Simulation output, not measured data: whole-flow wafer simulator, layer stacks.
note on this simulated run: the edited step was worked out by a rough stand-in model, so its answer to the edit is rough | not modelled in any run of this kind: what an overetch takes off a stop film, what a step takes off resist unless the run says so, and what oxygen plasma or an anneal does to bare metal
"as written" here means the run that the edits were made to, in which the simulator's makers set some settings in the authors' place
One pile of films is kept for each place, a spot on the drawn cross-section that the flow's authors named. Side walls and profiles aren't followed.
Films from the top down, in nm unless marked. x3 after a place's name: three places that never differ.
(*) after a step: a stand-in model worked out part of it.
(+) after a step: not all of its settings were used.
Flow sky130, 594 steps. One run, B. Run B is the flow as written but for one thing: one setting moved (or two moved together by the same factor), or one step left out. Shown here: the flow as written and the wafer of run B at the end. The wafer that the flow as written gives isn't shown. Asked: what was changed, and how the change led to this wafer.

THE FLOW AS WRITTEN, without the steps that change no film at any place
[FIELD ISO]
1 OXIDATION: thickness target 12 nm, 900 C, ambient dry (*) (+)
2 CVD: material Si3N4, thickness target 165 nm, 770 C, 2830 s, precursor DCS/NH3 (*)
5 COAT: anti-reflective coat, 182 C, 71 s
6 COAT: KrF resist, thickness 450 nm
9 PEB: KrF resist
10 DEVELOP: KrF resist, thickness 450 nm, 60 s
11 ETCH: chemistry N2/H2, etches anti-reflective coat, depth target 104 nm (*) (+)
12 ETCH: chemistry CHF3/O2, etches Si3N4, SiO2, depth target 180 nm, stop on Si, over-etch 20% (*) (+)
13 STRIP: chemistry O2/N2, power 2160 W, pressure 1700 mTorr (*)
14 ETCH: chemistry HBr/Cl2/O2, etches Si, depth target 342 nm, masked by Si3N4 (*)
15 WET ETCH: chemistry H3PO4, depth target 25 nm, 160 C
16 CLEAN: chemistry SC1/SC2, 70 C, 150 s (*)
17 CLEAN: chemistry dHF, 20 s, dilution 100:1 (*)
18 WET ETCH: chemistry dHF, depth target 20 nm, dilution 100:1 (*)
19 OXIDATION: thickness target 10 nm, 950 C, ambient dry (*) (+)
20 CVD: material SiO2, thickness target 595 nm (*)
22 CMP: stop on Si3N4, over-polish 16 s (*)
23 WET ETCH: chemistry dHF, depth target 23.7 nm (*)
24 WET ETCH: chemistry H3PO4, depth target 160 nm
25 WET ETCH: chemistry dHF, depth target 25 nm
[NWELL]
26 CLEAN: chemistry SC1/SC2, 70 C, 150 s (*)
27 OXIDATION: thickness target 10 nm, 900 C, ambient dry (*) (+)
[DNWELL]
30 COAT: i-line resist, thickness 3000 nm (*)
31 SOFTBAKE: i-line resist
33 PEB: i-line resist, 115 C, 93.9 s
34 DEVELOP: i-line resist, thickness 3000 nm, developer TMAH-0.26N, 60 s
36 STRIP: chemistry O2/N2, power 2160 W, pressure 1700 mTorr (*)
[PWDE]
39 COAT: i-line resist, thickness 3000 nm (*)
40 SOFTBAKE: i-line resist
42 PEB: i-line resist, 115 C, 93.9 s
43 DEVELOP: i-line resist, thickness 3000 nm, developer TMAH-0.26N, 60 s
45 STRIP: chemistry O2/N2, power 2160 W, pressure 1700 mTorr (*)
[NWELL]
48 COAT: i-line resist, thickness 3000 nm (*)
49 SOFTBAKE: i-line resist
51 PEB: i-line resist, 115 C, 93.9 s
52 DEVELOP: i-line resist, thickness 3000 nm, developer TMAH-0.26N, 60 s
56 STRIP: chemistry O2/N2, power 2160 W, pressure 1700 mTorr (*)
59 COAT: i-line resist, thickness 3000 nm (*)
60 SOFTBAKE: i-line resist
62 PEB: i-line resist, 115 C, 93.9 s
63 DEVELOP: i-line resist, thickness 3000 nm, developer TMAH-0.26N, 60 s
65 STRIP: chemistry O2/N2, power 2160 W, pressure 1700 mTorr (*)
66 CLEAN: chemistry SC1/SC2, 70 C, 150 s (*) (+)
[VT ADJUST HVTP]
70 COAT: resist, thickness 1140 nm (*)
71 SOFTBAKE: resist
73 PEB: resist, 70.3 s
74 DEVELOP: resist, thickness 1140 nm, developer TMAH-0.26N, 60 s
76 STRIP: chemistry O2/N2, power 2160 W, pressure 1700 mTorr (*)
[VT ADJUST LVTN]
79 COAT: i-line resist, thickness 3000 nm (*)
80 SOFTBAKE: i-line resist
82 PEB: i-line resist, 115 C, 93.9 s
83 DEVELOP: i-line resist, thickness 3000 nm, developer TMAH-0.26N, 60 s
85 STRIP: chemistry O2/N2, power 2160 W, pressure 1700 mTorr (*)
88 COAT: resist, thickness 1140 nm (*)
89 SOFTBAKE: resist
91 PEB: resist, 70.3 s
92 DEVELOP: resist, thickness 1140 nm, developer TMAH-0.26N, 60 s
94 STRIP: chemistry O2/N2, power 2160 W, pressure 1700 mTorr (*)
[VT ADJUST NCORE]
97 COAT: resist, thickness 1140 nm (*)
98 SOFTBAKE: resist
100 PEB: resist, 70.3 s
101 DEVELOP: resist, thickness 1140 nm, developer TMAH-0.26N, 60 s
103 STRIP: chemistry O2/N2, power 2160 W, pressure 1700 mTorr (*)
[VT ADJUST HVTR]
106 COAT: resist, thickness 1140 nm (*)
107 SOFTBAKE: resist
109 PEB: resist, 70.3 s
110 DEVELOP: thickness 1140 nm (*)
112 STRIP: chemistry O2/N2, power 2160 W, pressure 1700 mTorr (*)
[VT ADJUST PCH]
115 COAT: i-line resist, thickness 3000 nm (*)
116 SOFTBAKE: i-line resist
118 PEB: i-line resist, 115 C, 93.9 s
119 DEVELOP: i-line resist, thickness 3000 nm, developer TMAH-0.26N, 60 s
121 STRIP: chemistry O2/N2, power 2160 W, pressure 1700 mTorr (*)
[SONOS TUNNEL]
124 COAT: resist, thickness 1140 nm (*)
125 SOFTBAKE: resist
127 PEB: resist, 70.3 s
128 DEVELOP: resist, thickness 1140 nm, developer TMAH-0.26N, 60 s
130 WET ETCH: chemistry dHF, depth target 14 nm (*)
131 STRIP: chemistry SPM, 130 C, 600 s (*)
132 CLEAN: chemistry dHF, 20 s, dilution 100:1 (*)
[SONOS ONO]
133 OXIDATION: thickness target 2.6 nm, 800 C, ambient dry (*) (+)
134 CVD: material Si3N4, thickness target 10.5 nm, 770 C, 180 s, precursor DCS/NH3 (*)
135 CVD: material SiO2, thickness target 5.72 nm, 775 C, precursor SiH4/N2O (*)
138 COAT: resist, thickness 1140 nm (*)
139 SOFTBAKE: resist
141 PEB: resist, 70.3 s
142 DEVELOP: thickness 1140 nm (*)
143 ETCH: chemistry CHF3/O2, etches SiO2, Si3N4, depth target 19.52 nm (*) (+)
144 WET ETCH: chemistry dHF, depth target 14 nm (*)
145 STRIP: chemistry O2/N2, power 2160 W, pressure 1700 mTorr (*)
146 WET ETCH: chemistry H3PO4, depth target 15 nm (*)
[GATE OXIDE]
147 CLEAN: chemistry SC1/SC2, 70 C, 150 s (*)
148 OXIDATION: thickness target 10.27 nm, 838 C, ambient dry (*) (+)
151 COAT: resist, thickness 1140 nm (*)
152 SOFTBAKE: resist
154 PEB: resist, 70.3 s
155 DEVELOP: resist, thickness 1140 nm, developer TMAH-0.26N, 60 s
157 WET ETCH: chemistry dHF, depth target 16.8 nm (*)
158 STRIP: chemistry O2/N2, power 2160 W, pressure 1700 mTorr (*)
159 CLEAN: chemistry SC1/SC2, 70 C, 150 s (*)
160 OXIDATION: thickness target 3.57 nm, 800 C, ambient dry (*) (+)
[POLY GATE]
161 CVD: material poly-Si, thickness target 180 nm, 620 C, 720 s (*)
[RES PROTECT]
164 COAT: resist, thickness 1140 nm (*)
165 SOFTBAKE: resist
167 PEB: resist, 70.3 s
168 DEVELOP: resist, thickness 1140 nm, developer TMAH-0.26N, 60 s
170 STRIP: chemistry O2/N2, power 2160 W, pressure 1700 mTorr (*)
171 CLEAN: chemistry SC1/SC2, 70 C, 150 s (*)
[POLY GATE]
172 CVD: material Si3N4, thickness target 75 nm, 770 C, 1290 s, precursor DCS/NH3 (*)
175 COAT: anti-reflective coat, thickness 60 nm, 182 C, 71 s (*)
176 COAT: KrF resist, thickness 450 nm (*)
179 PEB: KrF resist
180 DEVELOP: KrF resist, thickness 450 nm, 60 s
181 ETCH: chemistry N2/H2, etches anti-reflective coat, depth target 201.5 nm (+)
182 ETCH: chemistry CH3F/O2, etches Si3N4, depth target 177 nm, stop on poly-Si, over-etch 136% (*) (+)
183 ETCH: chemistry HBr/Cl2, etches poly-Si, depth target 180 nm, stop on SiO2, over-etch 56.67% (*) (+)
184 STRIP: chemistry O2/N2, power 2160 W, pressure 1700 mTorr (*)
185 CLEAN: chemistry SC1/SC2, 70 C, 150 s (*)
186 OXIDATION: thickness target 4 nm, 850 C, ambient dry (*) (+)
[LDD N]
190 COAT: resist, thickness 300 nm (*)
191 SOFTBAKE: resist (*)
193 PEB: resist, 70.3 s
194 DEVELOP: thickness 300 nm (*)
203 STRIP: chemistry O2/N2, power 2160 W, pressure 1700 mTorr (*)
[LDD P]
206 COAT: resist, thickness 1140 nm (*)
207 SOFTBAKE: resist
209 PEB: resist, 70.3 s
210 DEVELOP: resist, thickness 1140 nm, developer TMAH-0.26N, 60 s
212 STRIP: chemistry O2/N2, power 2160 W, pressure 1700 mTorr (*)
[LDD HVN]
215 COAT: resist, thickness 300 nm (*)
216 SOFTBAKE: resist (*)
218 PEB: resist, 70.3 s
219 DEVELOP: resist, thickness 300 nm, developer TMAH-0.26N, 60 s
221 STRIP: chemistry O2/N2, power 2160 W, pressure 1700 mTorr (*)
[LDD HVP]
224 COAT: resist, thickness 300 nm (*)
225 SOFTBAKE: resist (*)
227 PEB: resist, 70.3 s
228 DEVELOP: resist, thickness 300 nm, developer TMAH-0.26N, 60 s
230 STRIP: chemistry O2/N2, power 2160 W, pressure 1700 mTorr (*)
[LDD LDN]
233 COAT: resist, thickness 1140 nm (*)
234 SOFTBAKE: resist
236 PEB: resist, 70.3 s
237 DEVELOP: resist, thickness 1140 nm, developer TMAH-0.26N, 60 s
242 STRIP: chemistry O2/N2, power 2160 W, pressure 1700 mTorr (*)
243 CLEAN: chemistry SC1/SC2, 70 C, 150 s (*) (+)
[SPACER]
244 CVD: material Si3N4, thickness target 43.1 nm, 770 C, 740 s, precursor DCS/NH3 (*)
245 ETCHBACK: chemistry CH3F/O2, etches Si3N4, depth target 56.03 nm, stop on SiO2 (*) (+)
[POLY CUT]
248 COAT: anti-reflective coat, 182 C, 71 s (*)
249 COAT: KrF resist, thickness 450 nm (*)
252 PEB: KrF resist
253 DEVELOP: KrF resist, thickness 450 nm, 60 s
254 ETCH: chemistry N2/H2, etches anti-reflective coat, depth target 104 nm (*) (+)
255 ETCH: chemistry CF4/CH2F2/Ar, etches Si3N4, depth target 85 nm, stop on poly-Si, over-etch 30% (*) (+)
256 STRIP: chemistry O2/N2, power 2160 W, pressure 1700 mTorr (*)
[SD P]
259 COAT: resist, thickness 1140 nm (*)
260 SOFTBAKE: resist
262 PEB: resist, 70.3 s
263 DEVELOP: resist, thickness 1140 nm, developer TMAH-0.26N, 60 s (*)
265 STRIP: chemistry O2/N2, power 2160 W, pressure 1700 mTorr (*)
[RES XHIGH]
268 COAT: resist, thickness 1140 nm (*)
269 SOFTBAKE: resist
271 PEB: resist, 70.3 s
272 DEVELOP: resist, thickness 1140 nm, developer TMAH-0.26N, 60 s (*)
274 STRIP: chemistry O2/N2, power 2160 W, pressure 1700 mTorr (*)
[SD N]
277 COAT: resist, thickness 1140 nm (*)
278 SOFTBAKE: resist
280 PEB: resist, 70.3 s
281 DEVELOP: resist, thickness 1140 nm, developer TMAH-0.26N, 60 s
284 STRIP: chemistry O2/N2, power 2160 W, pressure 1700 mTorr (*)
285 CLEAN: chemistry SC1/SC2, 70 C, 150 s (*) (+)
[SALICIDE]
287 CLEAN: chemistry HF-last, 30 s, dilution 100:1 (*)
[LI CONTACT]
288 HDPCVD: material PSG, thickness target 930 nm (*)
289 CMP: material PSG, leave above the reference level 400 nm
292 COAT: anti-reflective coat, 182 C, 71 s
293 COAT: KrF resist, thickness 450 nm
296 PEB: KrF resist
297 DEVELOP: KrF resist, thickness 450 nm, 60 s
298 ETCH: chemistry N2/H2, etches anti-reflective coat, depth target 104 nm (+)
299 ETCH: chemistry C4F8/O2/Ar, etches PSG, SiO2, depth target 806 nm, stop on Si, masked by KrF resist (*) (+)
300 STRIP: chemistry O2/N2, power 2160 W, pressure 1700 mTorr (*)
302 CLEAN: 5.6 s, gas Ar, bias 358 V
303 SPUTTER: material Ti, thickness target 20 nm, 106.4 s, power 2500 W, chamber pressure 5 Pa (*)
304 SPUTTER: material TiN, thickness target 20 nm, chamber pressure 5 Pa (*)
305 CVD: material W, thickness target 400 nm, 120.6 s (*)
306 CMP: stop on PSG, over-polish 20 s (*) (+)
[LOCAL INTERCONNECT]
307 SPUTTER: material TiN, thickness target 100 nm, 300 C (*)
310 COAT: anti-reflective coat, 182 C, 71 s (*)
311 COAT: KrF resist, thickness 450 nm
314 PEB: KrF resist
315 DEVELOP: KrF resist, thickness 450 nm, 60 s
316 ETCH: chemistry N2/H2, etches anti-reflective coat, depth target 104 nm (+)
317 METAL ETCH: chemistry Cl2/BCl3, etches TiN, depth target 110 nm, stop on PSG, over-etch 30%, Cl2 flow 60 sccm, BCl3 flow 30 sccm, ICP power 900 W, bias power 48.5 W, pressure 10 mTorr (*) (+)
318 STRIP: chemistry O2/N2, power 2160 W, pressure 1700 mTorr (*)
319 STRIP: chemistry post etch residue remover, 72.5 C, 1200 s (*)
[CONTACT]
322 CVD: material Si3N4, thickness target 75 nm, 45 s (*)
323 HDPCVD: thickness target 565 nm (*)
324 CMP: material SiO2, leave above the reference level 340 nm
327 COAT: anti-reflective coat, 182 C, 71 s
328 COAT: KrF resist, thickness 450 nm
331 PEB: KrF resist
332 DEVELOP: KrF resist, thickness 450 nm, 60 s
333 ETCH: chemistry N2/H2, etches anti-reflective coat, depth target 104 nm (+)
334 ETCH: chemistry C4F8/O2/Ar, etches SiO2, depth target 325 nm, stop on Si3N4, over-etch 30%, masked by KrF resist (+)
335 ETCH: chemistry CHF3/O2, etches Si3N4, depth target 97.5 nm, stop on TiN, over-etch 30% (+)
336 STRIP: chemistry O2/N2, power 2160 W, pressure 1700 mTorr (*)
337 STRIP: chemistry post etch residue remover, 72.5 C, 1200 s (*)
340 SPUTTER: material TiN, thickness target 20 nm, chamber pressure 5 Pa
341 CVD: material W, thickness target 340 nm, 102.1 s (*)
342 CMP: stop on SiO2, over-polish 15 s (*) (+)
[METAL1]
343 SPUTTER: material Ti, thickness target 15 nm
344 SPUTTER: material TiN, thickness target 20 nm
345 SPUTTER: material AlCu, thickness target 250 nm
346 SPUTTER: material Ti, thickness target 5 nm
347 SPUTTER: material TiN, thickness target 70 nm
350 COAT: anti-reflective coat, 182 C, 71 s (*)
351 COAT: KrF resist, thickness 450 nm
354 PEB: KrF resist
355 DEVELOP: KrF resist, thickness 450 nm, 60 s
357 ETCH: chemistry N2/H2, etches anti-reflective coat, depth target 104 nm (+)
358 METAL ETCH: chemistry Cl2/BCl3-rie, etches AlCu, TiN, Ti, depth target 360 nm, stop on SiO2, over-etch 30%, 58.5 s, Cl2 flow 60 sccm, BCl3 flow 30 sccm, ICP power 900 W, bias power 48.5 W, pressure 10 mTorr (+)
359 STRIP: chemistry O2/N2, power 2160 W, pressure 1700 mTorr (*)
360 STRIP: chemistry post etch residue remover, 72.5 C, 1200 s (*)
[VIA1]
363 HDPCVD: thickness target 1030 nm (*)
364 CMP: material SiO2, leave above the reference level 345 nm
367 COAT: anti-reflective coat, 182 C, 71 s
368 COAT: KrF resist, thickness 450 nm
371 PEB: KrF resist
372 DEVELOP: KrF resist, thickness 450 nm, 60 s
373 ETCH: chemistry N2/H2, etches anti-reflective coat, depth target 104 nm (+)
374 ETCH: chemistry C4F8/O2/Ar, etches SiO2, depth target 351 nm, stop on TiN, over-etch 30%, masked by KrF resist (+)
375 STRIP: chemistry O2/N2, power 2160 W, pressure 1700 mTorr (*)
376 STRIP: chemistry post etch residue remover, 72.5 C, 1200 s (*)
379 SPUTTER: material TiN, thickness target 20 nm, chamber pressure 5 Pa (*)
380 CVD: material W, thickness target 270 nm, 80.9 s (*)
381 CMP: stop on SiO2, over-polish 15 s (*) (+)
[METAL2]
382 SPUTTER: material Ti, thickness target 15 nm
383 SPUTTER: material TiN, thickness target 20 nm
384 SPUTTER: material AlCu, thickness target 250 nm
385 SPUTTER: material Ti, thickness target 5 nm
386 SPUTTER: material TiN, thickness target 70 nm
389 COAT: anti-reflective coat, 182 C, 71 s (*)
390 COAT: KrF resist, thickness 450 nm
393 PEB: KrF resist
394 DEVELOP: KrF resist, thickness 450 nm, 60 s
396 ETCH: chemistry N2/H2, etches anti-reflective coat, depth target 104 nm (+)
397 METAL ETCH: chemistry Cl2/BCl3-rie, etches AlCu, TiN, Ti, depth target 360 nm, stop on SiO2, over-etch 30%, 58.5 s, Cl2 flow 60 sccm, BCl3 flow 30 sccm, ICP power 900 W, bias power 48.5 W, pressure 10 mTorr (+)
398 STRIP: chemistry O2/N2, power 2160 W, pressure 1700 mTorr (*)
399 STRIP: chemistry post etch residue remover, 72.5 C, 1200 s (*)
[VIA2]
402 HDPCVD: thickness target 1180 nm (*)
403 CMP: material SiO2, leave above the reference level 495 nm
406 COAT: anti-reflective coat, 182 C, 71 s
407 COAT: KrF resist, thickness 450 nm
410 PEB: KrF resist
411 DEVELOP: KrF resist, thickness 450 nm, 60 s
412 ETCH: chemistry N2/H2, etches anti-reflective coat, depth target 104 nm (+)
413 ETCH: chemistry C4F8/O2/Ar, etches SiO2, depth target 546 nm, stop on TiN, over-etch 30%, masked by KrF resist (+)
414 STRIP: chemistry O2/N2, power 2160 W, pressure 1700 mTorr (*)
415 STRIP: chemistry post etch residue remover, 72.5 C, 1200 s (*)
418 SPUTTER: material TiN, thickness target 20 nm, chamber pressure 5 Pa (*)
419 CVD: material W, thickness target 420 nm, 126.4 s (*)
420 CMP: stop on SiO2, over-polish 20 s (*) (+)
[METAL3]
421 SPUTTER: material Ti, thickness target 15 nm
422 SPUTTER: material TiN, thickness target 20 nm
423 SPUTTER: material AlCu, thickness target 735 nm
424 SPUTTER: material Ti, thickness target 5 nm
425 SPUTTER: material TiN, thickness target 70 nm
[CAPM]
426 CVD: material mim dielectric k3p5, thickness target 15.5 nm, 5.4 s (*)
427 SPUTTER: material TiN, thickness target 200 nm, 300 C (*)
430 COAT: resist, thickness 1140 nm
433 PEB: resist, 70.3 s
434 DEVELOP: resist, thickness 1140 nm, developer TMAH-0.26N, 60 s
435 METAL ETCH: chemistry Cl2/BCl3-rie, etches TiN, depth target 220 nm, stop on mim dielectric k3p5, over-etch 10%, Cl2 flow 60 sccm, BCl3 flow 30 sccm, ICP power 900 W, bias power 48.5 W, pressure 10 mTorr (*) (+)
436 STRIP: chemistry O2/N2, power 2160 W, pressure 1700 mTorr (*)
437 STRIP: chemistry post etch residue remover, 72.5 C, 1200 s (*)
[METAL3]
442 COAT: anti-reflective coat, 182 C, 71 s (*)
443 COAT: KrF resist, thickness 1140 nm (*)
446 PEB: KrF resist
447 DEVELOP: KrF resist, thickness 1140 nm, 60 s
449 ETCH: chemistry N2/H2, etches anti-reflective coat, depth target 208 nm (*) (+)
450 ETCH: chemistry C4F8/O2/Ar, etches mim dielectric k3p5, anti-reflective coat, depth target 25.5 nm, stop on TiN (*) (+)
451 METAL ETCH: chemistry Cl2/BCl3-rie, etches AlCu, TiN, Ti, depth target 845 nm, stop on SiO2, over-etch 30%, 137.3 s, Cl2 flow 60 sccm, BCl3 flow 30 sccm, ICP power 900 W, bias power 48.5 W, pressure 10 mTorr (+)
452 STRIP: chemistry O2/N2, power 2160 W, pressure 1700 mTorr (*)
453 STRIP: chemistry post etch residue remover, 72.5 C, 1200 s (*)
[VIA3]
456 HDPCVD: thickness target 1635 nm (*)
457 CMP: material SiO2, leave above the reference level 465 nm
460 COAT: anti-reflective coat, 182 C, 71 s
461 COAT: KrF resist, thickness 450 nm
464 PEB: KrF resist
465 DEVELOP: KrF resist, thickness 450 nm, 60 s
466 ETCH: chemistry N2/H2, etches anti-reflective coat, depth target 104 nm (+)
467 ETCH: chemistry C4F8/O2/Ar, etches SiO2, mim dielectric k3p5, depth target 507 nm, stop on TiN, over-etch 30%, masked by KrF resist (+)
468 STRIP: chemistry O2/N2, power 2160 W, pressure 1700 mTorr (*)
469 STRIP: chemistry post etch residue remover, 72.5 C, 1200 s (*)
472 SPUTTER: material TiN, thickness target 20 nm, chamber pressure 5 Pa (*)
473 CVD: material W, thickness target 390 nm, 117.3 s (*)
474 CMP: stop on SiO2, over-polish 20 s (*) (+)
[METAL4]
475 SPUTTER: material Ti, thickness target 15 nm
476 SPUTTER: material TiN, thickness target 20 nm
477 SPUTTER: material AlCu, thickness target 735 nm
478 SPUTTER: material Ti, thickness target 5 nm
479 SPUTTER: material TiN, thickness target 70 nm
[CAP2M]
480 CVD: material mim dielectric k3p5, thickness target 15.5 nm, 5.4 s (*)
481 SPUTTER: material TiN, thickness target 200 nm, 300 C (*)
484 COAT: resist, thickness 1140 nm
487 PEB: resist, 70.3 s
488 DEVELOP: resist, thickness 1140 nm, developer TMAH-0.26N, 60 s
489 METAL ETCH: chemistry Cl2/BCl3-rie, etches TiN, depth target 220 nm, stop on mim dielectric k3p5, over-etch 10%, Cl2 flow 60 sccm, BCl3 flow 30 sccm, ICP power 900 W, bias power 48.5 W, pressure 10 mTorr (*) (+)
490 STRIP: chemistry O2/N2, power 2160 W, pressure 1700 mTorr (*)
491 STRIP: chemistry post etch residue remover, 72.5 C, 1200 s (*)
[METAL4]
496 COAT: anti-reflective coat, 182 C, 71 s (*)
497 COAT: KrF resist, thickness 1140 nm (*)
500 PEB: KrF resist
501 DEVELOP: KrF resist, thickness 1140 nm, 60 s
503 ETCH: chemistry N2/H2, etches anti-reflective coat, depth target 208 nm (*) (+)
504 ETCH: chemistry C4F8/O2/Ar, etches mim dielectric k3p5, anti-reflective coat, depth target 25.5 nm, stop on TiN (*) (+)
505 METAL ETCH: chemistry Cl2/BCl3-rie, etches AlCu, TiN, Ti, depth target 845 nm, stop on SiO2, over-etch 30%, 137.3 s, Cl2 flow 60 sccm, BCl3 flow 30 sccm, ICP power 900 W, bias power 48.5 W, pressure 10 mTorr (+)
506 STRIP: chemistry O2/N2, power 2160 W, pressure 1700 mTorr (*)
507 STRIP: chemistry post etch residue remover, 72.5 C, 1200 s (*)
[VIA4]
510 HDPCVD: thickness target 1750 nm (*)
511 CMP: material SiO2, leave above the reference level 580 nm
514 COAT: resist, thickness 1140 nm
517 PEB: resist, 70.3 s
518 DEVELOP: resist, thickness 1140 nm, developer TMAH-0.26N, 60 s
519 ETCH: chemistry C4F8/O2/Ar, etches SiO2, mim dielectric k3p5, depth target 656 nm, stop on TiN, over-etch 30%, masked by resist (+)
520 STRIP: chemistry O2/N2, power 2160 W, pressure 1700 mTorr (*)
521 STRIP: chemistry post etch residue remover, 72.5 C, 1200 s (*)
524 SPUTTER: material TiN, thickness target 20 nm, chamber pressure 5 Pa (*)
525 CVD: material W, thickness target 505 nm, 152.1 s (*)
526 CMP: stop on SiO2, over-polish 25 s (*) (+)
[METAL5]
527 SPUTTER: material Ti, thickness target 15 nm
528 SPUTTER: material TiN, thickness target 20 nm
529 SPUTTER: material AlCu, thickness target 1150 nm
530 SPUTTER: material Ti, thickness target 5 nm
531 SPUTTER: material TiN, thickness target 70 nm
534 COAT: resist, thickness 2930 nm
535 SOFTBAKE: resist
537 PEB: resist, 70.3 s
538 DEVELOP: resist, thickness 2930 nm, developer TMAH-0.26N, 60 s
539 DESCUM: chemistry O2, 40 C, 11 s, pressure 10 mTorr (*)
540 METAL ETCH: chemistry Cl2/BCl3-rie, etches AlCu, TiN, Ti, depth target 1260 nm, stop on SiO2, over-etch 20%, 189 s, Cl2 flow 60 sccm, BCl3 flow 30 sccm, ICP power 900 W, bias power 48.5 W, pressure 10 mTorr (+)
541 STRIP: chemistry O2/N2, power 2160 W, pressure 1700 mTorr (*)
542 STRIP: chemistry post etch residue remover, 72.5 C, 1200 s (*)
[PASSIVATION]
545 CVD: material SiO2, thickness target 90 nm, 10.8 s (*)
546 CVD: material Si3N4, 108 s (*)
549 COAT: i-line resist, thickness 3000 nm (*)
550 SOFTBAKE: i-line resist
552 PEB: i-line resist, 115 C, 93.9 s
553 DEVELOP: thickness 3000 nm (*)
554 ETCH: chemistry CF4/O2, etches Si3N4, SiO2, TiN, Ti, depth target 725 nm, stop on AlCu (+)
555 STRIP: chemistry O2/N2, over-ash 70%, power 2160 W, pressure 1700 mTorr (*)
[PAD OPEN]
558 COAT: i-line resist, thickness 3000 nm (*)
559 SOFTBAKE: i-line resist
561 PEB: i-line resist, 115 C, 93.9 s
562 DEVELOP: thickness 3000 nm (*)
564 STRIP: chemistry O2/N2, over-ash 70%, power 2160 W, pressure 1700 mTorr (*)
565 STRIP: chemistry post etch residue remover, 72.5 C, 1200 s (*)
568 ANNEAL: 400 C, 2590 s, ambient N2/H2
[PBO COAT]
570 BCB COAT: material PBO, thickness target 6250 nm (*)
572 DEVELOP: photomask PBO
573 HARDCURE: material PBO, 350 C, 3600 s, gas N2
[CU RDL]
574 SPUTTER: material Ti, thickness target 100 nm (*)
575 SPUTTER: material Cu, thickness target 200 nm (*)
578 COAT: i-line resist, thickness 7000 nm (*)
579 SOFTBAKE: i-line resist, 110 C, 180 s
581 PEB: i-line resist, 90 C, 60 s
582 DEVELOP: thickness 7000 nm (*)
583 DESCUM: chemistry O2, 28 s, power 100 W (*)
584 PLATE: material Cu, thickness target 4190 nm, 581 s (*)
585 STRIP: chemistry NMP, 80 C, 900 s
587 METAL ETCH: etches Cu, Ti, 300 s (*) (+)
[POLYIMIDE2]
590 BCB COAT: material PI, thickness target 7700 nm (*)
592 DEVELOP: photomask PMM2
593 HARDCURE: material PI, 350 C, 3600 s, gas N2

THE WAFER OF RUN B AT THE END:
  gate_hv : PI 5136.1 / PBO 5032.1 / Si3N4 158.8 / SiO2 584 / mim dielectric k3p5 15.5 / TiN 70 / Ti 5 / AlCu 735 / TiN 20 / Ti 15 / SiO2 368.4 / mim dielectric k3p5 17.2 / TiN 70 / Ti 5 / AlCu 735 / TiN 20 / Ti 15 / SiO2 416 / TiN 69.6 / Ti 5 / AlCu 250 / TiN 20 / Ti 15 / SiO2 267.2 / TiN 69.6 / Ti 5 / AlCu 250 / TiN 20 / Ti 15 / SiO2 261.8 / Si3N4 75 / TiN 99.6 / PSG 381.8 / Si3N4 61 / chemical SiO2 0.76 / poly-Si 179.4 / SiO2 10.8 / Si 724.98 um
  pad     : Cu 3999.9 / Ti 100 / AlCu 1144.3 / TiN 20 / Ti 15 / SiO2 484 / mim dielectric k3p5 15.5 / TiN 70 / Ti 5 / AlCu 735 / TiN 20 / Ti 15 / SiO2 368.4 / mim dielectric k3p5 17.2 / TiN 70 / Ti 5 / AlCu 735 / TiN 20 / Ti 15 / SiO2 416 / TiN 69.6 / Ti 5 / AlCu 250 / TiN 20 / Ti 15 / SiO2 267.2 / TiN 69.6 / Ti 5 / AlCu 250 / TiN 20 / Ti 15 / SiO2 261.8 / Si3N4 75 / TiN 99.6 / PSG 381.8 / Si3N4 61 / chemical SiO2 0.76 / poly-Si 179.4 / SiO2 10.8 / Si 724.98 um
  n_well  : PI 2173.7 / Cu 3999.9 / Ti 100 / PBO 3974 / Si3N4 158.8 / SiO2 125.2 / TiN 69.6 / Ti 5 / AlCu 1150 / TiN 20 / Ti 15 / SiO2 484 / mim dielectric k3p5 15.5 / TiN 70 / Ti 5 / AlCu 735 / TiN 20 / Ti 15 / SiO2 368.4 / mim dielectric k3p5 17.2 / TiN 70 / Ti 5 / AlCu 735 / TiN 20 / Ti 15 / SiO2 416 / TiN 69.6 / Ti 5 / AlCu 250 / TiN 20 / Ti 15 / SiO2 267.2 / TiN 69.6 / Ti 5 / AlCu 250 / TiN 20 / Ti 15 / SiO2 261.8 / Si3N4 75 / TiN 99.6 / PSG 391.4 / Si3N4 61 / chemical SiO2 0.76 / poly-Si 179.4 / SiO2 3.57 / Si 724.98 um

The cause: step 426, CVD: thickness target 17.2 nm was run, where the flow has thickness target 15.5 nm; step 426, CVD: 5.99 s was run, where the flow has 5.4 s.
It can be read off the wafer: gate_hv has mim dielectric k3p5 17.2, and step 426 as written asks for 15.5 nm.

How the change led to this, step by step:
  426 CVD: material mim dielectric k3p5, thickness target 15.5 nm, 5.4 s (*)
      field, active, n_well and 188 more: mim dielectric k3p5 +17.2 (new film) (as written it would be: mim dielectric k3p5 +15.5 (new film))
  450 ETCH: chemistry C4F8/O2/Ar, etches mim dielectric k3p5, anti-reflective coat, depth target 25.5 nm, stop on TiN (*) (+)
      n_well, p_well, gate_hv and 104 more: KrF resist -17 (as written it would be: KrF resist -15.5)
      field, active, gate and 82 more: mim dielectric k3p5 -17.2 (all of it) (as written it would be: mim dielectric k3p5 -15.5 (all of it))
  467 ETCH: chemistry C4F8/O2/Ar, etches SiO2, mim dielectric k3p5, depth target 507 nm, stop on TiN, over-etch 30%, masked by KrF resist (+)
      m1: SiO2 -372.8 (all of it), mim dielectric k3p5 -17.2 (all of it) (as written it would be: SiO2 -374.5 (all of it), mim dielectric k3p5 -15.5 (all of it))
      via3_hole: SiO2 -372.2 (all of it), mim dielectric k3p5 -17.2 (all of it) (as written it would be: SiO2 -373.9 (all of it), mim dielectric k3p5 -15.5 (all of it))
